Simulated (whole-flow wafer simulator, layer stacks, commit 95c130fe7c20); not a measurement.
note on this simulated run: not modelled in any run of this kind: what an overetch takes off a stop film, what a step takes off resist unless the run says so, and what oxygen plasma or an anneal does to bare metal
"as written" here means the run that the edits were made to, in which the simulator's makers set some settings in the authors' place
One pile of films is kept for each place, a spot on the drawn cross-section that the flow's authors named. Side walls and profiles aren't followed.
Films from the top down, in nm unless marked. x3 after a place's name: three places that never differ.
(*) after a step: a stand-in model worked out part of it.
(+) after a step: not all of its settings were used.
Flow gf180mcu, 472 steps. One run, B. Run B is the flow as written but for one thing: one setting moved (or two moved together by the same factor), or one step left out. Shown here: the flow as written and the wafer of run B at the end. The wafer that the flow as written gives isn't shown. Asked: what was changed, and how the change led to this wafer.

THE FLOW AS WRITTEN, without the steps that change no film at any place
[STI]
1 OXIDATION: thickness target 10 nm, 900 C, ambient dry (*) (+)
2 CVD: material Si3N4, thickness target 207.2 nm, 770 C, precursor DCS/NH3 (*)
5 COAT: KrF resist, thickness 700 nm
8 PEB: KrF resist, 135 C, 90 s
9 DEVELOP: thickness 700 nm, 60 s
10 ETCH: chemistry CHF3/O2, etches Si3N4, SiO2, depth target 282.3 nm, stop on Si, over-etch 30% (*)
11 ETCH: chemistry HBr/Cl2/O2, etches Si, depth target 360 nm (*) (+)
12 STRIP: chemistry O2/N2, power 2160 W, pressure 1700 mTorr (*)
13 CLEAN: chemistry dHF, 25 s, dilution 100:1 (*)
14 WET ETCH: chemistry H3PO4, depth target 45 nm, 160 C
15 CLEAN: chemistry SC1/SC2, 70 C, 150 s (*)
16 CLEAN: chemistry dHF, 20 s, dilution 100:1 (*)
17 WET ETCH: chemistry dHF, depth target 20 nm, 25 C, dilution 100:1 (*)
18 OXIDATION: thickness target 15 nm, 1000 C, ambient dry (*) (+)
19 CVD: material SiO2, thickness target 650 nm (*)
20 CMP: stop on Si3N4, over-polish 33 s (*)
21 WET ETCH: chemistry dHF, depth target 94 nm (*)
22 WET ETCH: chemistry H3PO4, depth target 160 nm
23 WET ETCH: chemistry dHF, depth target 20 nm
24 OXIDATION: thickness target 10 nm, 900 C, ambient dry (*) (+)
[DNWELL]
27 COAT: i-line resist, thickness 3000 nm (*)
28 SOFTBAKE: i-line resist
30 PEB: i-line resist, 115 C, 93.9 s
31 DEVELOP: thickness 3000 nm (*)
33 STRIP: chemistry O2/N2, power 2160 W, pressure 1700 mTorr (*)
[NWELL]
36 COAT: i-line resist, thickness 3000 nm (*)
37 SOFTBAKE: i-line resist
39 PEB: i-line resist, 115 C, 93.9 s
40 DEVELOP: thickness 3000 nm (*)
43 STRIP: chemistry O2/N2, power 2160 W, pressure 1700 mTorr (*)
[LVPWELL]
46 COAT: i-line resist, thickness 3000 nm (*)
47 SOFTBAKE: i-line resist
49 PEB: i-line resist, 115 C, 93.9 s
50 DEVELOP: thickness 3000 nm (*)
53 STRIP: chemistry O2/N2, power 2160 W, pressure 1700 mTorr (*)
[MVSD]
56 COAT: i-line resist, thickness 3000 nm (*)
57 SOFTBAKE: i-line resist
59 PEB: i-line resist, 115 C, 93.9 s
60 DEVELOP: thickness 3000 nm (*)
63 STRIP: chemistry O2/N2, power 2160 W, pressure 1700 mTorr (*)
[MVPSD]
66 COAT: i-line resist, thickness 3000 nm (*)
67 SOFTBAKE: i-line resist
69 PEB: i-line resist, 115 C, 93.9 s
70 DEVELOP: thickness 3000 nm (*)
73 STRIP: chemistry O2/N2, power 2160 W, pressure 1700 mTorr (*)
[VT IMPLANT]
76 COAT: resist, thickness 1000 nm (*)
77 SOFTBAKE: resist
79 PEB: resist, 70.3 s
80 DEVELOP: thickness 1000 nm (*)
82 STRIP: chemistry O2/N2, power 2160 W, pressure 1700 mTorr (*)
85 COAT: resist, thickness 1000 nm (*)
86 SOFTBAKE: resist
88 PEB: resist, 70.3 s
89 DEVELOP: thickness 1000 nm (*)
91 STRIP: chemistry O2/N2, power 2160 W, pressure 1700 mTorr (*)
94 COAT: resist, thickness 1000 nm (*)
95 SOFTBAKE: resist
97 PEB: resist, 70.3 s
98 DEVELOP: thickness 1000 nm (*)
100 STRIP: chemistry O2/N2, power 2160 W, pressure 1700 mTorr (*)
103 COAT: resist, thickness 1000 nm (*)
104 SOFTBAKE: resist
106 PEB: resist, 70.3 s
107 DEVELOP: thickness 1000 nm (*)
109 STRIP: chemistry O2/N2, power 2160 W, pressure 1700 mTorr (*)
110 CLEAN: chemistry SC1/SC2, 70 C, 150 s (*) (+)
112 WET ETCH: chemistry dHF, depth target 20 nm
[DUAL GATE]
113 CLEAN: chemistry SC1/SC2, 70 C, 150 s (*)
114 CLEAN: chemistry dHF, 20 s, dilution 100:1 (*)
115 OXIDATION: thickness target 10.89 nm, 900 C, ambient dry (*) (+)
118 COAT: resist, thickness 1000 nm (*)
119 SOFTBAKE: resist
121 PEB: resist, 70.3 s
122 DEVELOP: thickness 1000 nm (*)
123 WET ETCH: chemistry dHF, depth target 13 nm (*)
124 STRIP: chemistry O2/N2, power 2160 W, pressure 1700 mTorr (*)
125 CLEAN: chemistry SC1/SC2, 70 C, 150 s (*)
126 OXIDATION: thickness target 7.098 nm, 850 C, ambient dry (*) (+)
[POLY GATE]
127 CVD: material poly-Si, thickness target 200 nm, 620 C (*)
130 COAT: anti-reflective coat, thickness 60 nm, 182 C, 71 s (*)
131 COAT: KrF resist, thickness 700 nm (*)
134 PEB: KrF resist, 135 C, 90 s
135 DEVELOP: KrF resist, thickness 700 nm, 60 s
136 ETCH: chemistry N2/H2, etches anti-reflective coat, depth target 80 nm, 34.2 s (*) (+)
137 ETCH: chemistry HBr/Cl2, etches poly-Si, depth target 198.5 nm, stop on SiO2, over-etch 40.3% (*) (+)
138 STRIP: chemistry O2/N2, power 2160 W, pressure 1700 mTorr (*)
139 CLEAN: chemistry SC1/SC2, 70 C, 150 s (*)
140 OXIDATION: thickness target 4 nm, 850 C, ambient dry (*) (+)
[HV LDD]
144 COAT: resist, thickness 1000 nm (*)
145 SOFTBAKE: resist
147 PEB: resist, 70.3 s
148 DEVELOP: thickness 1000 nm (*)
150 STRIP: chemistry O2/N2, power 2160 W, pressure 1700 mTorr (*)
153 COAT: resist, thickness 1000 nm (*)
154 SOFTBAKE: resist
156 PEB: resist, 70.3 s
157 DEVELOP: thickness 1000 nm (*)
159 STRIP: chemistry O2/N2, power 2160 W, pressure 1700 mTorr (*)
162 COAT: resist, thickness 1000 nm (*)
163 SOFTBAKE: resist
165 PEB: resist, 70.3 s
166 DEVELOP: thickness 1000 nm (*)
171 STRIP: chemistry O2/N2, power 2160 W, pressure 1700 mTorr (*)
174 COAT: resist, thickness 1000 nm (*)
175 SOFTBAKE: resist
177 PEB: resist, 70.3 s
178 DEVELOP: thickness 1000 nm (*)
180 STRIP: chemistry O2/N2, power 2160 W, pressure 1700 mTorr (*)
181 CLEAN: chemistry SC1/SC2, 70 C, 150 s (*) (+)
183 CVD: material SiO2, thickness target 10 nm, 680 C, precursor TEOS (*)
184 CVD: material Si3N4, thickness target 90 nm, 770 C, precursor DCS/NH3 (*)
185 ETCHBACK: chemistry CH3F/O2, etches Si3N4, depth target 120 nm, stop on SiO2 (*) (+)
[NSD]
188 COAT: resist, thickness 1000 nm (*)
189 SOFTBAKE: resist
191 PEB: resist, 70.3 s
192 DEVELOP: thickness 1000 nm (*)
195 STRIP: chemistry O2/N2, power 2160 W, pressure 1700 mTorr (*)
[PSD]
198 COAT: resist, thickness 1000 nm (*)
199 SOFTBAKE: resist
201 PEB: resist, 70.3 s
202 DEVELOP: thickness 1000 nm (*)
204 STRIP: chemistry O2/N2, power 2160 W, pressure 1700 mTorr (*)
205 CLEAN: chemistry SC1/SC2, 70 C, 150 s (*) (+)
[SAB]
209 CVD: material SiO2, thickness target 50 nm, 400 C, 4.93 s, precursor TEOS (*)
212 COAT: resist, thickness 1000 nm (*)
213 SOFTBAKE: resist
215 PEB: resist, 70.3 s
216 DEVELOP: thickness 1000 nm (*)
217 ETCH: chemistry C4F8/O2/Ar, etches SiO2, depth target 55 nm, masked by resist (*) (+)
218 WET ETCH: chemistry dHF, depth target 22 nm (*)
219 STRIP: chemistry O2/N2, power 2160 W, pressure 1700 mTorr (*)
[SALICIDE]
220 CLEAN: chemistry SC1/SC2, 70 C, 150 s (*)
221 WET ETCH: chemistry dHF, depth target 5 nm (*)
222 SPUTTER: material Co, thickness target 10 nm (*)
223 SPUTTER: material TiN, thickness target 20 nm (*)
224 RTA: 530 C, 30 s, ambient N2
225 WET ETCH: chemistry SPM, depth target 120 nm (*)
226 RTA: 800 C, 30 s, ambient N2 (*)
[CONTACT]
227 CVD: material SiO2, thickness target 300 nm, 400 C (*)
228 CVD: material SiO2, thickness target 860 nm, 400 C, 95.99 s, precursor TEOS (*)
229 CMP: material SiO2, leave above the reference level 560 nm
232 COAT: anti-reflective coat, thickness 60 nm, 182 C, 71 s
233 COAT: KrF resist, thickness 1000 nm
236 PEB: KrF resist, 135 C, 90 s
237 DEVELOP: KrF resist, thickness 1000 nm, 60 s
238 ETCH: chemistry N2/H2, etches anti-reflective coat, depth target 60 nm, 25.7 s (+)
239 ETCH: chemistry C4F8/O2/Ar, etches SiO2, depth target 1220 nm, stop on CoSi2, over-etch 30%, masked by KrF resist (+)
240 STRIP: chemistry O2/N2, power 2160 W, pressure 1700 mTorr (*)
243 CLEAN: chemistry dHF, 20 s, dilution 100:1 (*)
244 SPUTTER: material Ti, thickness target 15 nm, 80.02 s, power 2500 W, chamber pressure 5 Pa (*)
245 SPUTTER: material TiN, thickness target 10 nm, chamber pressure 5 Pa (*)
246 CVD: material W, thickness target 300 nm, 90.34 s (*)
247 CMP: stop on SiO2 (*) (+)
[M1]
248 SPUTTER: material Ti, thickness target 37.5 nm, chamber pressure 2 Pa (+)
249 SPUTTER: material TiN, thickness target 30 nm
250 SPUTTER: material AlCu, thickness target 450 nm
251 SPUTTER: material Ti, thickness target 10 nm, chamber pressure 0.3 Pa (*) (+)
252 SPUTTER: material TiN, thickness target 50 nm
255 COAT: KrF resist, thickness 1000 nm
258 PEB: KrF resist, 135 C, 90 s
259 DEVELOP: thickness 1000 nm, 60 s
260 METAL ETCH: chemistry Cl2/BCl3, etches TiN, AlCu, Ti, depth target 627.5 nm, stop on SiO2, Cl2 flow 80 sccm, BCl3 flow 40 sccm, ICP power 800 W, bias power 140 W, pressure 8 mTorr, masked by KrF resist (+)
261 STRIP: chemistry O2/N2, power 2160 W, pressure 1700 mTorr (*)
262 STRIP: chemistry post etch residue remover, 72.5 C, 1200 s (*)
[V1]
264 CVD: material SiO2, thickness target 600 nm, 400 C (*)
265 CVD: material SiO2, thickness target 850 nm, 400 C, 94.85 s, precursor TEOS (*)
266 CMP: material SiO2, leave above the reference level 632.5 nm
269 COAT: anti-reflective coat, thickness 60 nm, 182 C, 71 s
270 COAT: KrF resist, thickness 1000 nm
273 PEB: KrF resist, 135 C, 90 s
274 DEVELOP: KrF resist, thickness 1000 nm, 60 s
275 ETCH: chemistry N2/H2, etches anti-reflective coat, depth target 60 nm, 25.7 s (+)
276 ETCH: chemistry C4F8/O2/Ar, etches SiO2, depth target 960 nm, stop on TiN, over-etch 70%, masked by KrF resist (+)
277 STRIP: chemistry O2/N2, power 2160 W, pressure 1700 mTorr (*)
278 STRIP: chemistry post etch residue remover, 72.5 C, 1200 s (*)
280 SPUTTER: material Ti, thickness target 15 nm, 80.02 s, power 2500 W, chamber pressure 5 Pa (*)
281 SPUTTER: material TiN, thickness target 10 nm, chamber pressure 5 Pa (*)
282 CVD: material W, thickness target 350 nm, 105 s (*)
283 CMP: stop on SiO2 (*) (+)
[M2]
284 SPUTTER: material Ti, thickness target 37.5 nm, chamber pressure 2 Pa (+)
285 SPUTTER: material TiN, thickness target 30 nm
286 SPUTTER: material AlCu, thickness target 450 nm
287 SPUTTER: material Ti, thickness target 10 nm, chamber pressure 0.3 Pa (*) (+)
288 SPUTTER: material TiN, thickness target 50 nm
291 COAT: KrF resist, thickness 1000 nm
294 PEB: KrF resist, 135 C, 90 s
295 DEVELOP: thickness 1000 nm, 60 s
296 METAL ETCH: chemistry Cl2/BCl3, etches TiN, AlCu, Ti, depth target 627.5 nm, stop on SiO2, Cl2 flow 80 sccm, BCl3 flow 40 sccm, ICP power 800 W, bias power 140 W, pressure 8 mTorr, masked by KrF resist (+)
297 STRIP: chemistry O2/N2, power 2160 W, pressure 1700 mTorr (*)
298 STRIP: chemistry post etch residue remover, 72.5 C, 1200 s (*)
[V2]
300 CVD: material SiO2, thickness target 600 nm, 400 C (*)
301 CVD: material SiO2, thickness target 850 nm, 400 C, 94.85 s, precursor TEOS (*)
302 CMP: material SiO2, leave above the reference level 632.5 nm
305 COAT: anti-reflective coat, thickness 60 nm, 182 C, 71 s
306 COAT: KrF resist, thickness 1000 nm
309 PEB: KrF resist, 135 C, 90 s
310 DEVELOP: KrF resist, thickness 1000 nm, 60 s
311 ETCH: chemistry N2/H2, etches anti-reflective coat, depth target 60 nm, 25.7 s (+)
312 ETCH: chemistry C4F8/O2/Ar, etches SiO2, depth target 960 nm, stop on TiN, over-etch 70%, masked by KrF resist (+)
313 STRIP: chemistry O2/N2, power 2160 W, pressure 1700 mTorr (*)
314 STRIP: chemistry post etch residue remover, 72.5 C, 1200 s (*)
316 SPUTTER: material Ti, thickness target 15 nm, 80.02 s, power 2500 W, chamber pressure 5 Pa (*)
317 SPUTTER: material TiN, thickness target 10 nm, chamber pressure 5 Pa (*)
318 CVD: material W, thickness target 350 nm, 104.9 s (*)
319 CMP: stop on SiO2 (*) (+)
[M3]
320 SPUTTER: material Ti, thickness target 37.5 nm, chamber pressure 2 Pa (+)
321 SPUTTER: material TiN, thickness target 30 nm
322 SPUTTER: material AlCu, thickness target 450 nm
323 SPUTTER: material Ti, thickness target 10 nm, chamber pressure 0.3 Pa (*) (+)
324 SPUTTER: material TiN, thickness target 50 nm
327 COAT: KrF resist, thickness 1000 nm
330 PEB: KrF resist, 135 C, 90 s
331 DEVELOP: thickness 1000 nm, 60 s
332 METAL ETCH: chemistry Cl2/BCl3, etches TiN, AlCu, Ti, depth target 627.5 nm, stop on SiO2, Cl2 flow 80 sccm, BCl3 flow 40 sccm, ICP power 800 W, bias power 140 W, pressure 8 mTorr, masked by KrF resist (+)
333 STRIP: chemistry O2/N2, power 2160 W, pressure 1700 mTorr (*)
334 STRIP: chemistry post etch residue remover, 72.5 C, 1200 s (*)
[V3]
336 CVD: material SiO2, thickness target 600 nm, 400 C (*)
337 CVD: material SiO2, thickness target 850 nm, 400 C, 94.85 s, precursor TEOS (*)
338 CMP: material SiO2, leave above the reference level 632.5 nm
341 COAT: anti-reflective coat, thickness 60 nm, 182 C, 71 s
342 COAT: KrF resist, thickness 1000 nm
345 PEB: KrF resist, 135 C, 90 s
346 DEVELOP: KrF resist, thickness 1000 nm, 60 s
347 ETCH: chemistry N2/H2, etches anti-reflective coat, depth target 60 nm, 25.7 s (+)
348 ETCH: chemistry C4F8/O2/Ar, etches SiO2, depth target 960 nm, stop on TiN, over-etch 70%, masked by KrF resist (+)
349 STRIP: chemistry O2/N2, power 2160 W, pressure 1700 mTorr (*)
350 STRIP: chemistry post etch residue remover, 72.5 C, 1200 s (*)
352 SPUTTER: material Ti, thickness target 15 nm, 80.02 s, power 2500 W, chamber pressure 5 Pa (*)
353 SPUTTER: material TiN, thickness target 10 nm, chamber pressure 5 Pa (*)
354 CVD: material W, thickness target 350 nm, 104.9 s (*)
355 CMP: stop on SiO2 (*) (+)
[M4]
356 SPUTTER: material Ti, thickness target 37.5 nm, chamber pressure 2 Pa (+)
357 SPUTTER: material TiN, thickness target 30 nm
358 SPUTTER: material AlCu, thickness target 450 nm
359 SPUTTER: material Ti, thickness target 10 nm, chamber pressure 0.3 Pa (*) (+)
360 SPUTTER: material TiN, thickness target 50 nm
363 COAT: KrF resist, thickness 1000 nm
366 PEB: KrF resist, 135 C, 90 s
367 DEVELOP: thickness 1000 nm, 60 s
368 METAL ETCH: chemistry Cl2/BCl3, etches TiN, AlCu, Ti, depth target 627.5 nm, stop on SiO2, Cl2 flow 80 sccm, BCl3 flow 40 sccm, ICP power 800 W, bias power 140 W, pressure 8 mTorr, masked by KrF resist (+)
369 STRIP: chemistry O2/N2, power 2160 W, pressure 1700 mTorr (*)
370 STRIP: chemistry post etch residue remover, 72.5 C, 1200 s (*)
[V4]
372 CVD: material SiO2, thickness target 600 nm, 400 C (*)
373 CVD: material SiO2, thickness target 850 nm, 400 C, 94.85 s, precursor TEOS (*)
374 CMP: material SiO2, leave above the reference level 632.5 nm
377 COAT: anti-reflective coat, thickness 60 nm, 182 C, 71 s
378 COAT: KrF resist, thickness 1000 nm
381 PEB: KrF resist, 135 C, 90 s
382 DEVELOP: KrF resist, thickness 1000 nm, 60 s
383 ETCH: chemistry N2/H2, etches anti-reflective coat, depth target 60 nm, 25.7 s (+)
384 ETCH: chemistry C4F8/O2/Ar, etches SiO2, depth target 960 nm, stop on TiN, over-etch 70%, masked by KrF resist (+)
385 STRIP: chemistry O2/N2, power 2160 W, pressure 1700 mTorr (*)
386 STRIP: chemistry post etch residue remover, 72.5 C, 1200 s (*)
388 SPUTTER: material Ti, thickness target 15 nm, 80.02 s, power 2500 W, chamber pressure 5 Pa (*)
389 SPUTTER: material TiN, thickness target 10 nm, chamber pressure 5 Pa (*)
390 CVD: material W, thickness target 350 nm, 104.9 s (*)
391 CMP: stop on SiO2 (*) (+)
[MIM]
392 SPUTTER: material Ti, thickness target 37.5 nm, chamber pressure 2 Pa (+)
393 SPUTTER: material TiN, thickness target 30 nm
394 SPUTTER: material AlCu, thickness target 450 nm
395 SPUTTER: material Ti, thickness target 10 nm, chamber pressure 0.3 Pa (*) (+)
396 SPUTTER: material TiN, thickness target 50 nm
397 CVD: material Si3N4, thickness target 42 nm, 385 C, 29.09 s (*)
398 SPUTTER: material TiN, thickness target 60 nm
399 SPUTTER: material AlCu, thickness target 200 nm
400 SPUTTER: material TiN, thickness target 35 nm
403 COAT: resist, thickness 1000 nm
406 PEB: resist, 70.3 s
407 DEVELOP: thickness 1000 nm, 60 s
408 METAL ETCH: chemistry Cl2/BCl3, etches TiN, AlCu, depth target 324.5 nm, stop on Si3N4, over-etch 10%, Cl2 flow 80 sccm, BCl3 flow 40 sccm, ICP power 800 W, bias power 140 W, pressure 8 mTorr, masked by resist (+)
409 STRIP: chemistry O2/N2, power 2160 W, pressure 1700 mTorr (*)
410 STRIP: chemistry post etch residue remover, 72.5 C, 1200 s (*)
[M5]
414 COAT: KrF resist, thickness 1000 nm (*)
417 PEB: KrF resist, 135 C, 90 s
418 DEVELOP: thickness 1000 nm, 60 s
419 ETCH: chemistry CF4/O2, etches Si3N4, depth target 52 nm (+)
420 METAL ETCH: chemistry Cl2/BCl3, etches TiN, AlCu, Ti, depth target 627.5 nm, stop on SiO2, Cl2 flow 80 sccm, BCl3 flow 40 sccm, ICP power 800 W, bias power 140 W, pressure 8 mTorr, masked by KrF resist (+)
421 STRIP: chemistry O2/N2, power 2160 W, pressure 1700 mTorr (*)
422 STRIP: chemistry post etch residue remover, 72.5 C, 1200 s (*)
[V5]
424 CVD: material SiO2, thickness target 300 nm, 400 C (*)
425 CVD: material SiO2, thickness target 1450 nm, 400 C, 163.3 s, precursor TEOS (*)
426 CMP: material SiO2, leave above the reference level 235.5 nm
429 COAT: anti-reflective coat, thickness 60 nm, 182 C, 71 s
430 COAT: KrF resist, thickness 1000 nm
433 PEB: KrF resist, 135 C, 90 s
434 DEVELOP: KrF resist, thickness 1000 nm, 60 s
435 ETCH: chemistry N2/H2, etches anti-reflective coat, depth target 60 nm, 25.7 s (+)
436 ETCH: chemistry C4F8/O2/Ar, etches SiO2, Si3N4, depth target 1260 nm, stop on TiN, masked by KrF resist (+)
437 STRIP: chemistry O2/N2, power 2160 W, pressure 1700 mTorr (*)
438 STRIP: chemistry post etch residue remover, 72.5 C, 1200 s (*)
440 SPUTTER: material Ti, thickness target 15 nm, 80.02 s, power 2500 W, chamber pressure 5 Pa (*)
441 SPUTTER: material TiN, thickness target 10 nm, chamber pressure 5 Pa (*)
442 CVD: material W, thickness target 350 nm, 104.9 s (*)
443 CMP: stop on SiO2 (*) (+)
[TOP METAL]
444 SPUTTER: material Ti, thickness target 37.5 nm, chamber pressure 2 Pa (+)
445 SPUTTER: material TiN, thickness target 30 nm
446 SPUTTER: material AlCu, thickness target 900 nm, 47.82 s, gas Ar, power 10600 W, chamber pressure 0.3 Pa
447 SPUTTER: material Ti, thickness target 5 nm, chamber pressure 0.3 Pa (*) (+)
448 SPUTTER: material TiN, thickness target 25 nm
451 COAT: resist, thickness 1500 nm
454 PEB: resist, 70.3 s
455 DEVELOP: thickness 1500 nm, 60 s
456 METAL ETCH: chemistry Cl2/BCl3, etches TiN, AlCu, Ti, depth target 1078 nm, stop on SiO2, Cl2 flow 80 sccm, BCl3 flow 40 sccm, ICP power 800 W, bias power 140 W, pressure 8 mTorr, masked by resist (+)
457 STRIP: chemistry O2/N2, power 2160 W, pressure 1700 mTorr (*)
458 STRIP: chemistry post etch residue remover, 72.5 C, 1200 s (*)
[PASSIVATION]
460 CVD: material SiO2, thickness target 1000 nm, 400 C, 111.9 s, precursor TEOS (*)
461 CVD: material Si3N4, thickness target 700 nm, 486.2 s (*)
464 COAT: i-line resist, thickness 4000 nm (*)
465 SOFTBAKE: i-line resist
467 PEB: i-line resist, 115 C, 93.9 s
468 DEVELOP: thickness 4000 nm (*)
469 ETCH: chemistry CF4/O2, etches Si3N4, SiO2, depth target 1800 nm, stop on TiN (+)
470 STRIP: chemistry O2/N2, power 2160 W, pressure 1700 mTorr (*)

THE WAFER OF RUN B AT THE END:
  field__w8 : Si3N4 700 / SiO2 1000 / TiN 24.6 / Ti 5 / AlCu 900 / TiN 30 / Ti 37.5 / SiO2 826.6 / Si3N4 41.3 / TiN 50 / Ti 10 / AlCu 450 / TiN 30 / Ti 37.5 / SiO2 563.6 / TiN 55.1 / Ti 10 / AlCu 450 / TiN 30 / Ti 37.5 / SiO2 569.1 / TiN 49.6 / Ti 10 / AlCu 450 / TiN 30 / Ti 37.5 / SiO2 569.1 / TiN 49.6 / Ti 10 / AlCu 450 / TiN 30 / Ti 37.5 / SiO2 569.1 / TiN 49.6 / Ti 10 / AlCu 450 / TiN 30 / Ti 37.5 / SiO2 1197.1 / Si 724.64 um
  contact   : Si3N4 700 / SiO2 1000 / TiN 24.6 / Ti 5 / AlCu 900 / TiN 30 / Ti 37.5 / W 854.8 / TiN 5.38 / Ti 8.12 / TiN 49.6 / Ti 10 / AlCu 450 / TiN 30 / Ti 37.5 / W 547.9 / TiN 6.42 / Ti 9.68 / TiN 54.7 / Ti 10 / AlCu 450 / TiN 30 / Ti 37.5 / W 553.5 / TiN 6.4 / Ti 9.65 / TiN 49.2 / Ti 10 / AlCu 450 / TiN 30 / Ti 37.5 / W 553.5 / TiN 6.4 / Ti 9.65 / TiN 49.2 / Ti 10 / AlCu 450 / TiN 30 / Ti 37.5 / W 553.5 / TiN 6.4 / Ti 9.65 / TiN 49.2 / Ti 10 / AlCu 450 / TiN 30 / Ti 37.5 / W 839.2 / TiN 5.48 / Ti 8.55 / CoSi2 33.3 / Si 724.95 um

The cause: step 360, SPUTTER: thickness target 55.5 nm was run, where the flow has thickness target 50 nm.

How the change led to this, step by step:
  360 SPUTTER: material TiN, thickness target 50 nm
      field, field__w1, field__w2 and 108 more: TiN +55.5 (new film) (as written it would be: TiN +50 (new film))
  368 METAL ETCH: chemistry Cl2/BCl3, etches TiN, AlCu, Ti, depth target 627.5 nm, stop on SiO2, Cl2 flow 80 sccm, BCl3 flow 40 sccm, ICP power 800 W, bias power 140 W, pressure 8 mTorr, masked by KrF resist (+)
      field, field__w1, field__w2 and 103 more: TiN -55.5 (all of it), Ti -10 (all of it), AlCu -450 (all of it), TiN -30 (all of it), Ti -37.5 (all of it) (as written it would be: TiN -50 (all of it), Ti -10 (all of it), AlCu -450 (all of it), TiN -30 (all of it), Ti -37.5 (all of it))
